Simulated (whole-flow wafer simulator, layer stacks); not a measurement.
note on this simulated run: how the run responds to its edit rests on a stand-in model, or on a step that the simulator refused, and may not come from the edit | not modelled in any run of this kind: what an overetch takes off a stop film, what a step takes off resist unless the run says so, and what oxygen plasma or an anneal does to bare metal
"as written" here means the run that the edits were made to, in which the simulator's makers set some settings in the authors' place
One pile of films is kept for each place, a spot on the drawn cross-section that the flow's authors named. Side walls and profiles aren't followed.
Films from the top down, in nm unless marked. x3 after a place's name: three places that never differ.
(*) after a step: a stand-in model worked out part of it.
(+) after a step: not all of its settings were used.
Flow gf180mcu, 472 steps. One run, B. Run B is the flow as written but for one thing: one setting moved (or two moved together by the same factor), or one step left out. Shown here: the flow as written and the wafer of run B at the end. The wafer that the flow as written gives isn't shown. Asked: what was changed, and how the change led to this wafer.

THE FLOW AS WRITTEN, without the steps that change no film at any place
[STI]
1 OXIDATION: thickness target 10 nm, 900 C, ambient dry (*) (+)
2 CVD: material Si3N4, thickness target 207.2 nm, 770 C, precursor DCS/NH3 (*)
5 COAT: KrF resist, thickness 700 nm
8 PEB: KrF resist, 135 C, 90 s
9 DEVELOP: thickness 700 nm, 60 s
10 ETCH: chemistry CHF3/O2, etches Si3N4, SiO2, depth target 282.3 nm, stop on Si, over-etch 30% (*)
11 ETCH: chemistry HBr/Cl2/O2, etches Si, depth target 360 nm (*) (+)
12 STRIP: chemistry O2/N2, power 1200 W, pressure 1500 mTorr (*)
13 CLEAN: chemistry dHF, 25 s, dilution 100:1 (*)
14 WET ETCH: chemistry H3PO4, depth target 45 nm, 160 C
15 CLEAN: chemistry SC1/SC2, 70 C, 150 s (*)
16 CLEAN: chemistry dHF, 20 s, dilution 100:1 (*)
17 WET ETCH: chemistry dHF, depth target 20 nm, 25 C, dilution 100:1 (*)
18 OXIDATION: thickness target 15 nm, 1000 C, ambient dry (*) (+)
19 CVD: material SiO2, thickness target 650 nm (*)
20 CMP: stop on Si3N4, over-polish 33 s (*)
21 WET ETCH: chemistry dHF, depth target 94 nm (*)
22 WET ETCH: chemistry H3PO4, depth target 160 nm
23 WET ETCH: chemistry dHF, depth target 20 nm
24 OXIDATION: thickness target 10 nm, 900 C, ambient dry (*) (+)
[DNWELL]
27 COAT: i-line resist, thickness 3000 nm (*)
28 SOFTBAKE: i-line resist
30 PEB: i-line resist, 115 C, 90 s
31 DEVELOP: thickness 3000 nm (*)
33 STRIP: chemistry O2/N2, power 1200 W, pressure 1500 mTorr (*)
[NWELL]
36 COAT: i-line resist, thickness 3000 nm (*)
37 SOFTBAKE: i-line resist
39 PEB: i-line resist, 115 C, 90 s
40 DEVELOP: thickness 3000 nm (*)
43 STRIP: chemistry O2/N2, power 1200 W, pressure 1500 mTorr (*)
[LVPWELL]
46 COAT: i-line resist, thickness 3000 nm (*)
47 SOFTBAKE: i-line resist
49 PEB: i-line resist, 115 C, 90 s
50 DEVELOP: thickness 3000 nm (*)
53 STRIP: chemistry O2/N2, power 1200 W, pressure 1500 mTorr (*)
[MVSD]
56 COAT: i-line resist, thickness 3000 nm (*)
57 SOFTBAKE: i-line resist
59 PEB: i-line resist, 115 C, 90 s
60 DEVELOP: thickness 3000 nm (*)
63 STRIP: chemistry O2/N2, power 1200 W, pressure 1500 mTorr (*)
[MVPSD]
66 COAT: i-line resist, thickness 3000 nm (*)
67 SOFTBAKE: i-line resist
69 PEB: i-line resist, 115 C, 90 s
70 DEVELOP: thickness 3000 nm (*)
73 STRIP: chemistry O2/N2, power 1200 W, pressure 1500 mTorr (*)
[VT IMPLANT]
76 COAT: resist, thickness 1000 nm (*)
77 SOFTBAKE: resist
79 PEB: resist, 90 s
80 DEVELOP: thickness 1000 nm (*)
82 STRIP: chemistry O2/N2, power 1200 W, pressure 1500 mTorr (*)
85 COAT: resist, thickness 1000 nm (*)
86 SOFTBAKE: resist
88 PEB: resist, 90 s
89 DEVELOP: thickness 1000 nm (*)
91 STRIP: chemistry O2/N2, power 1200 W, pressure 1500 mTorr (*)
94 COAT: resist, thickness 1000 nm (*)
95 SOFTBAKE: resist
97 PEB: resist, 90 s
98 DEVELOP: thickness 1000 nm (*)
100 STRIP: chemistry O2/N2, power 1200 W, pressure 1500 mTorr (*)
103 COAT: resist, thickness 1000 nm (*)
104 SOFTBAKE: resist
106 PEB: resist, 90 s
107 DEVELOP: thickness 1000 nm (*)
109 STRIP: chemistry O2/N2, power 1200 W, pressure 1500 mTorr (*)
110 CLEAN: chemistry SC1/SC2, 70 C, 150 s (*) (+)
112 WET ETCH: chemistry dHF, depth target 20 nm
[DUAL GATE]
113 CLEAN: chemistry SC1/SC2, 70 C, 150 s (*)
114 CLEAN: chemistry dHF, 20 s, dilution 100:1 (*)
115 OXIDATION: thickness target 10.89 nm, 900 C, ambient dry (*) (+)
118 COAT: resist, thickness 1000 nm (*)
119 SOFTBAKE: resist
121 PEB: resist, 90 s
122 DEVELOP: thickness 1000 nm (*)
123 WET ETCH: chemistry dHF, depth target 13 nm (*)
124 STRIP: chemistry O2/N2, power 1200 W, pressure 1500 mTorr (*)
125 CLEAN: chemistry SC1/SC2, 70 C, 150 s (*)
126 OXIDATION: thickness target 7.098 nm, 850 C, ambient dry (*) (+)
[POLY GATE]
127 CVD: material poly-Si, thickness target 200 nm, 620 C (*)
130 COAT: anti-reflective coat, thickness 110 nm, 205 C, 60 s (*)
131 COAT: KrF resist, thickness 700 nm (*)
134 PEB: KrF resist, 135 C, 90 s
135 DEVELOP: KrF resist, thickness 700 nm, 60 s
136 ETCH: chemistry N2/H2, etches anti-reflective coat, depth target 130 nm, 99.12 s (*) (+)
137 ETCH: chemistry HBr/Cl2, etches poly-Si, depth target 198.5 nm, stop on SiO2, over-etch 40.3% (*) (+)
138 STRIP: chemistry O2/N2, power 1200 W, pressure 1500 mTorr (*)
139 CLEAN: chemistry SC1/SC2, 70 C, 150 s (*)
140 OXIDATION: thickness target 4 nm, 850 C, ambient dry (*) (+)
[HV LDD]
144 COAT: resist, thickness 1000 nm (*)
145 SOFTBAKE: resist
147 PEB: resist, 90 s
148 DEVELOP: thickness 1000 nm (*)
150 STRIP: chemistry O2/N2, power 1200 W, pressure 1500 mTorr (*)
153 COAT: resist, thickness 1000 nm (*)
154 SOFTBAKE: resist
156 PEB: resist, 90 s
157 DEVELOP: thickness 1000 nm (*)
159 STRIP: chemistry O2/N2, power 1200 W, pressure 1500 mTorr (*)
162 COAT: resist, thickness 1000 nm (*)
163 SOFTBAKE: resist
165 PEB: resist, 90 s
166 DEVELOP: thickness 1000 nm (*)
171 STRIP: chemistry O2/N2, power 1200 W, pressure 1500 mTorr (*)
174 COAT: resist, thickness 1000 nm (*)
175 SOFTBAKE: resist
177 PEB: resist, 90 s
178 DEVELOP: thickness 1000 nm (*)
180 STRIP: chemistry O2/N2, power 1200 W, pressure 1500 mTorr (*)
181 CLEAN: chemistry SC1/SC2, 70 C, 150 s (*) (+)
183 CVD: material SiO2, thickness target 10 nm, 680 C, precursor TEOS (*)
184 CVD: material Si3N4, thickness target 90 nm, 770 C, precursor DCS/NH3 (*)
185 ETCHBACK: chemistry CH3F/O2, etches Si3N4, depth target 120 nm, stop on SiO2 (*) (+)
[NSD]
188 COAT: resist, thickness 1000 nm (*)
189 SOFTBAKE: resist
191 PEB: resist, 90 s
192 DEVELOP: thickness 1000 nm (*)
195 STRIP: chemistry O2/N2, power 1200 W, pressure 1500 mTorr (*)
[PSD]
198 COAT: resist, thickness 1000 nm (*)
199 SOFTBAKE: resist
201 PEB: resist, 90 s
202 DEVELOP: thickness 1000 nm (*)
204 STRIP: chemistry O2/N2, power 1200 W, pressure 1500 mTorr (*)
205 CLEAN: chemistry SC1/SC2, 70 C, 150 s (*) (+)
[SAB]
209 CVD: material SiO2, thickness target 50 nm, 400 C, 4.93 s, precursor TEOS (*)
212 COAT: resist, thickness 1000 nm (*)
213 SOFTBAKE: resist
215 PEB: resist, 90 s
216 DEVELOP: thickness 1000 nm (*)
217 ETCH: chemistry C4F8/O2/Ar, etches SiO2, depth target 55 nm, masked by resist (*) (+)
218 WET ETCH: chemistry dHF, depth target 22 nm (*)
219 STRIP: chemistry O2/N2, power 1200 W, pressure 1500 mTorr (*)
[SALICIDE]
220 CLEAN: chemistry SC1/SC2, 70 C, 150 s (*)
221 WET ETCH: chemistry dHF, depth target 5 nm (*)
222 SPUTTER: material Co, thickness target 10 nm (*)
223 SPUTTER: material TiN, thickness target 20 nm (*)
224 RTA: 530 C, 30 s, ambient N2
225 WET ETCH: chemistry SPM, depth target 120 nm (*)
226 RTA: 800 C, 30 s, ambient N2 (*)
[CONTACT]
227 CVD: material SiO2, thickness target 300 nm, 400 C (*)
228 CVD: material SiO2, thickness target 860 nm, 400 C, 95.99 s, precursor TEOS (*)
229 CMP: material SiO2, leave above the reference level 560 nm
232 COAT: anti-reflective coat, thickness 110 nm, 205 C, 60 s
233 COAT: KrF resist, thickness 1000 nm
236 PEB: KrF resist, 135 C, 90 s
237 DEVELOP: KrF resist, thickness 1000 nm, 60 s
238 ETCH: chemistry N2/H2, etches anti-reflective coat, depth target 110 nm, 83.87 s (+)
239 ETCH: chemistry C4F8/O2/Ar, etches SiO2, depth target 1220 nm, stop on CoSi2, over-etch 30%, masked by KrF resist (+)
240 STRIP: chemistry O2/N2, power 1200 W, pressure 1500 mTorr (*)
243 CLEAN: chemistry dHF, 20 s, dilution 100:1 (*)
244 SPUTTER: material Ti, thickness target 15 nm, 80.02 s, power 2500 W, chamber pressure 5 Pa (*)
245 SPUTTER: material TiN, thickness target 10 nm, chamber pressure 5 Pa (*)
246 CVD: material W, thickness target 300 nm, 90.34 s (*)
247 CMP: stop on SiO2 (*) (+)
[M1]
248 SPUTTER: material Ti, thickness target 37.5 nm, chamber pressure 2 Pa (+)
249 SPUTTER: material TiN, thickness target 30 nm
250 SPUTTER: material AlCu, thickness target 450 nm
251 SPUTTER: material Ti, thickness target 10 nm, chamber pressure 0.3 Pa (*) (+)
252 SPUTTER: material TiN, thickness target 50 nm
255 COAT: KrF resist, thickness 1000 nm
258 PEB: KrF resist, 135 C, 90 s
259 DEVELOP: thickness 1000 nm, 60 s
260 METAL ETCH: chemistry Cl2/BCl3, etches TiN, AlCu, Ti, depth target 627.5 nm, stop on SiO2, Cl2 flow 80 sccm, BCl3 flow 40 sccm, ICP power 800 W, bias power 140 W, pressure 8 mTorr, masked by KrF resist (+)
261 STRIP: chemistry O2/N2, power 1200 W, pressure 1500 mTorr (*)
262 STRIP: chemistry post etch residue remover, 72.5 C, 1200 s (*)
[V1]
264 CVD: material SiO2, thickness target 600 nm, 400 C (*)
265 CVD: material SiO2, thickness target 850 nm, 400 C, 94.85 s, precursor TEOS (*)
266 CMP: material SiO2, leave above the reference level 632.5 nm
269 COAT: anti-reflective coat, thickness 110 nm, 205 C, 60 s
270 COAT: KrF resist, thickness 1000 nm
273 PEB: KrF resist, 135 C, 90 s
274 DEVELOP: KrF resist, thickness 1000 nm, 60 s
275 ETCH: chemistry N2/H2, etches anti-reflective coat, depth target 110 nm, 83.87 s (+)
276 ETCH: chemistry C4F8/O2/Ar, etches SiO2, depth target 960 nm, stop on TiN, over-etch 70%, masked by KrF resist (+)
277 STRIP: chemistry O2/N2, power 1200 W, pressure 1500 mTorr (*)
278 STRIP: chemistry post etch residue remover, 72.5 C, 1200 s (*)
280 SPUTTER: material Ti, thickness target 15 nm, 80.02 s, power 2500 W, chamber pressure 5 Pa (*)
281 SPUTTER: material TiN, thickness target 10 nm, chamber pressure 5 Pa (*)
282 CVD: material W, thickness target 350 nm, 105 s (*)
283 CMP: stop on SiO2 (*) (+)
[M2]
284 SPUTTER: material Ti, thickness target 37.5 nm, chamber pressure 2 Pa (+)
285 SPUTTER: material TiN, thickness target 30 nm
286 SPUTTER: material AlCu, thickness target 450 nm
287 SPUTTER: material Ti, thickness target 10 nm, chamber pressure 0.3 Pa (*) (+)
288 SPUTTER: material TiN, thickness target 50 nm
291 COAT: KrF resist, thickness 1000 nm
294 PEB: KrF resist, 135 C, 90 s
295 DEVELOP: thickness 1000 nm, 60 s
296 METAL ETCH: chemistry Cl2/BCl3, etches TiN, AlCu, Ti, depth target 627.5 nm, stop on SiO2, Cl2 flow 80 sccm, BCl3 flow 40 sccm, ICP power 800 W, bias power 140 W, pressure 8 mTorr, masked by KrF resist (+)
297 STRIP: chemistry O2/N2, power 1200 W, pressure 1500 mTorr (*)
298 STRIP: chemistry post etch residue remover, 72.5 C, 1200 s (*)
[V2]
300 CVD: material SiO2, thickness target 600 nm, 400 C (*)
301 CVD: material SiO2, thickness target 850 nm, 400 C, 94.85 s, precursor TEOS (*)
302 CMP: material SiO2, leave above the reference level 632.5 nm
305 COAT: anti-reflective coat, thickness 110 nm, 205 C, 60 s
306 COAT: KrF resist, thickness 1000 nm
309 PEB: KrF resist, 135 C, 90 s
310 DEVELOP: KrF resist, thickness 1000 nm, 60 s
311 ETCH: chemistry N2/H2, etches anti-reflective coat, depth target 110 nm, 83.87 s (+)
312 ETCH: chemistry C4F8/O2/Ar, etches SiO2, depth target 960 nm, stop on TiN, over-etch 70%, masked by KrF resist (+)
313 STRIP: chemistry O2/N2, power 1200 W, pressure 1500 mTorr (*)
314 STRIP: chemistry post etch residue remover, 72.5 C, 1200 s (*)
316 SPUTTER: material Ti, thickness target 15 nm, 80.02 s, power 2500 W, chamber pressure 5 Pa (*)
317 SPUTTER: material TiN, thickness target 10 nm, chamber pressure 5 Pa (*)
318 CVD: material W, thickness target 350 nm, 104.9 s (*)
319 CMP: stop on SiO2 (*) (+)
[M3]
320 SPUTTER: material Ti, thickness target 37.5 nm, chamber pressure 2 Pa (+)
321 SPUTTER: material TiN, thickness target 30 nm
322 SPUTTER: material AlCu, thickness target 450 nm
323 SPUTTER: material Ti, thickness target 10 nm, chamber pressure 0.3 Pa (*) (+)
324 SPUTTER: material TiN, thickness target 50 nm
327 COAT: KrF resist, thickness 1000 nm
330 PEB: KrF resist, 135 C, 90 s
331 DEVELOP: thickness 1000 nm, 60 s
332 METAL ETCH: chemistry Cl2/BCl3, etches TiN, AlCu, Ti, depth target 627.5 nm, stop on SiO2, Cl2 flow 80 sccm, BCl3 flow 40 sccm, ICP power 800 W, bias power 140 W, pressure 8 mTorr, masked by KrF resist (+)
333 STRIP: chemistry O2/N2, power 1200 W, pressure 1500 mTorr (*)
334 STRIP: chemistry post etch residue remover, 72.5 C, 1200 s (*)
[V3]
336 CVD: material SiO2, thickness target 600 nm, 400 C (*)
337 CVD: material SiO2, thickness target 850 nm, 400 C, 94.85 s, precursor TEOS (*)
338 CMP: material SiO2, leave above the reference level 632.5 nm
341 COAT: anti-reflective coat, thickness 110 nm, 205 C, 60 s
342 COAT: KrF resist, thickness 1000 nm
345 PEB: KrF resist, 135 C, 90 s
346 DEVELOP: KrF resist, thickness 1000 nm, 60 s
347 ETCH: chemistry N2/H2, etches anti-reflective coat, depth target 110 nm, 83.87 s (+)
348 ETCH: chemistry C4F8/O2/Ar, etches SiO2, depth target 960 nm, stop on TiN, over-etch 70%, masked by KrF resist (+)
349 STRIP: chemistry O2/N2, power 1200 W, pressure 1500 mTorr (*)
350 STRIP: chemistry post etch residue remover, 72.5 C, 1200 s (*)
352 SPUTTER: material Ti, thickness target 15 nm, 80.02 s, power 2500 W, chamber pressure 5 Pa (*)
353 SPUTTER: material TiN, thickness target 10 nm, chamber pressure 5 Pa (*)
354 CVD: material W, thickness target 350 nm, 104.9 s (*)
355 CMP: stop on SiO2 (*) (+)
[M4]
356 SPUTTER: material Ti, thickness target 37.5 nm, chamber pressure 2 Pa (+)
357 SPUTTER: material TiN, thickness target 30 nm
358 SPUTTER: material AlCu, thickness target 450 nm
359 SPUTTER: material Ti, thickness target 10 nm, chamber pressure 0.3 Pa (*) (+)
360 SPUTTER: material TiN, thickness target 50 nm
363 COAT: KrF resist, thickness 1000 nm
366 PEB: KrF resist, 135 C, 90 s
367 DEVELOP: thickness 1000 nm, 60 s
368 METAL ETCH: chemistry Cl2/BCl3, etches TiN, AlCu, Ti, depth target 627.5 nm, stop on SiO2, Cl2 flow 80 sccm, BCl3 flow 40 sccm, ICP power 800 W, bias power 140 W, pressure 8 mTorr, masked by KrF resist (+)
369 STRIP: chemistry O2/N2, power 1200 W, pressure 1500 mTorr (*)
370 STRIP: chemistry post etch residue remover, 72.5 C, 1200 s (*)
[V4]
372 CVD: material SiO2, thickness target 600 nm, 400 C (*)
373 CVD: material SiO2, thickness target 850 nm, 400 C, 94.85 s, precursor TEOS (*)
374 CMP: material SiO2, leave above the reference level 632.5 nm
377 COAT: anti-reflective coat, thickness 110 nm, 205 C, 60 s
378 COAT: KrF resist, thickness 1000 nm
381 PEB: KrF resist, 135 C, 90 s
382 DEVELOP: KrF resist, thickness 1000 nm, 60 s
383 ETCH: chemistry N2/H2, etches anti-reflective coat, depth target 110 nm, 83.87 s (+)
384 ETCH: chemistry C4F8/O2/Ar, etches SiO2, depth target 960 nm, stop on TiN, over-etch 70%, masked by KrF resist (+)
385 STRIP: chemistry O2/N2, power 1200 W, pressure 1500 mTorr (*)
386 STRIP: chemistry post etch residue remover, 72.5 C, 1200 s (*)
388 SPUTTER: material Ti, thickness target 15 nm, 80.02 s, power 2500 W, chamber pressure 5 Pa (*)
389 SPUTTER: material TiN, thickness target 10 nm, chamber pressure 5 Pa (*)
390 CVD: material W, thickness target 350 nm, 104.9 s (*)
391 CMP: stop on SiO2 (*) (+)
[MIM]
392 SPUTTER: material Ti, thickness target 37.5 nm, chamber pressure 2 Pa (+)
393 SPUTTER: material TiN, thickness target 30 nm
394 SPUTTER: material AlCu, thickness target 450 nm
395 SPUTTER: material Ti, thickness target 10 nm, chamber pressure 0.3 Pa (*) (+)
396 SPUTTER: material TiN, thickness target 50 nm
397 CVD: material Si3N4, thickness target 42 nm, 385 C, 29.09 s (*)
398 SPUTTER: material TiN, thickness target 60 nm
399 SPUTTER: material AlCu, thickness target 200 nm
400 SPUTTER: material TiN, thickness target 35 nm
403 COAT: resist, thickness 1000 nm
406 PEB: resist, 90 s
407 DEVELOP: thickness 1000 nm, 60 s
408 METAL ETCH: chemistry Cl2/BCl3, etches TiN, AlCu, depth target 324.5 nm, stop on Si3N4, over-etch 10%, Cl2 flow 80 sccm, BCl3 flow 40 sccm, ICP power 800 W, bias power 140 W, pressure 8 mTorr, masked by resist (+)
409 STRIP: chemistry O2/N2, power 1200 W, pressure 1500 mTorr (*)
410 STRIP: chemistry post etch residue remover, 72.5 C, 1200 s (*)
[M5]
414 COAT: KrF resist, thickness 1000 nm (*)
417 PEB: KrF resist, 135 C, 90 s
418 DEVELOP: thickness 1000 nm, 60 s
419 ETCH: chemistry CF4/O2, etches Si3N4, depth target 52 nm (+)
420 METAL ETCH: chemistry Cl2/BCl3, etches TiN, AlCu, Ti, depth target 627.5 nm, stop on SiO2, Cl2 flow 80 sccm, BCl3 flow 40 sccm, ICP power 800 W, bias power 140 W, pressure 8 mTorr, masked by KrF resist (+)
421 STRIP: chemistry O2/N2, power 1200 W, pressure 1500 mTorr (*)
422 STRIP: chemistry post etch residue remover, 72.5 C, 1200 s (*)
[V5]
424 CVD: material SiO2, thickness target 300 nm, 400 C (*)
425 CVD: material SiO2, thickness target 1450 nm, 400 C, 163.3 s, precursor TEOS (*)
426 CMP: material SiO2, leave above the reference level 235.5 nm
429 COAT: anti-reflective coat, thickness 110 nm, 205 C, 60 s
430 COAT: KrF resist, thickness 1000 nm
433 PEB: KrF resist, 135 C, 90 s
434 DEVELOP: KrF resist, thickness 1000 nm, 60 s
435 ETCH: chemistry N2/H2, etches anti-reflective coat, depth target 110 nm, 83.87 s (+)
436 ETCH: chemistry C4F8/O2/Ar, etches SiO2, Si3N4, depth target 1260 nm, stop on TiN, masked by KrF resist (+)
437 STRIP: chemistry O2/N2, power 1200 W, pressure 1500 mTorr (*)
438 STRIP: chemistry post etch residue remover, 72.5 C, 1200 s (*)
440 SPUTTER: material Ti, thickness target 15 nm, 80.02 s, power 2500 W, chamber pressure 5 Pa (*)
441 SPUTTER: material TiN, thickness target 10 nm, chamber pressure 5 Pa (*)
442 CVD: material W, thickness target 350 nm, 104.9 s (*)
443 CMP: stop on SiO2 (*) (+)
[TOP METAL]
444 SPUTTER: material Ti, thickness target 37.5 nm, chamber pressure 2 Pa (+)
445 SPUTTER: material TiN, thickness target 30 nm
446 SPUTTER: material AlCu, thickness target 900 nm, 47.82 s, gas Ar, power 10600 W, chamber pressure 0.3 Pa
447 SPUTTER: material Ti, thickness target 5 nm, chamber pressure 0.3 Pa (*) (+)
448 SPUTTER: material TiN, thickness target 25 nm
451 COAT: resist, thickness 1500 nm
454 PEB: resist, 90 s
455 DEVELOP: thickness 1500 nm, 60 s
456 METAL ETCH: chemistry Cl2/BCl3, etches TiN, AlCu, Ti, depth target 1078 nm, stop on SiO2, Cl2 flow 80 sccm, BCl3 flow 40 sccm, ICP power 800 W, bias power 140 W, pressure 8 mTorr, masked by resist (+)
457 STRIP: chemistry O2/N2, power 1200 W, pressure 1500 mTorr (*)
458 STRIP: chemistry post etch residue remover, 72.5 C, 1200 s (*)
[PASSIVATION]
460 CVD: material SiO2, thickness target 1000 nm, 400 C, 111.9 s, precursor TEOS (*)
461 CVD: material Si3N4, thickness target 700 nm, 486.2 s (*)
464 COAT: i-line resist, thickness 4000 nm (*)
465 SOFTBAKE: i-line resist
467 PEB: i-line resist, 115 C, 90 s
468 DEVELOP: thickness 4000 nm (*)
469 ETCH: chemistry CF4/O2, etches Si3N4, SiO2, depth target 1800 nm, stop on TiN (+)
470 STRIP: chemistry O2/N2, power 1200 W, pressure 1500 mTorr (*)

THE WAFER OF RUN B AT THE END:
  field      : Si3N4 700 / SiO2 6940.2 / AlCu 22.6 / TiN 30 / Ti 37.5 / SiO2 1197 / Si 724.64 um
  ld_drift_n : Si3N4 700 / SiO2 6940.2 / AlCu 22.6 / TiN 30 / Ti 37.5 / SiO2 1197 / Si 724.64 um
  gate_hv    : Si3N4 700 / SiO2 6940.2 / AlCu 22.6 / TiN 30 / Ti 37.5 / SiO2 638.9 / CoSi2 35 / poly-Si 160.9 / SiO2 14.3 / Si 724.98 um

The cause: step 260, METAL ETCH: depth target 481.7 nm was run, where the flow has depth target 627.5 nm.

How the change led to this, step by step:
  260 METAL ETCH: chemistry Cl2/BCl3, etches TiN, AlCu, Ti, depth target 627.5 nm, stop on SiO2, Cl2 flow 80 sccm, BCl3 flow 40 sccm, ICP power 800 W, bias power 140 W, pressure 8 mTorr, masked by KrF resist (+)
      field, field__w1, field__w2 and 99 more: TiN -50 (all of it), Ti -10 (all of it), AlCu -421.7 (as written it would be: TiN -50 (all of it), Ti -10 (all of it), AlCu -450 (all of it), TiN -30 (all of it), Ti -37.5 (all of it))
      field__w8, contact, m1 and 6 more: KrF resist -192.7 (as written it would be: KrF resist -251)
  261 STRIP: chemistry O2/N2, power 1200 W, pressure 1500 mTorr (*)
      field__w8, contact, m1 and 6 more: KrF resist -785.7 (all of it) (as written it would be: KrF resist -727.4 (all of it))
  262 STRIP: chemistry post etch residue remover, 72.5 C, 1200 s (*)
      field, field__w1, field__w2 and 99 more: AlCu -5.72 (as written it would be: nothing)
  264 CVD: material SiO2, thickness target 600 nm, 400 C (*)
      field, field__w1, field__w2 and 99 more: SiO2 +600 (new film) (as written it would be: SiO2 +600)
  266 CMP: material SiO2, leave above the reference level 632.5 nm
      field, field__w1, field__w2 and 99 more: SiO2 -390.1 (as written it would be: SiO2 -300)
Counting metal films that touch as one body, field has 1 body; the flow as written gives 0 bodies.
Counting metal films that touch as one body, ld_drift_n has 1 body; the flow as written gives 0 bodies.
Counting metal films that touch as one body, gate_hv has 2 bodies (between them, from the top down: SiO2 638.9); the flow as written gives 1 body.
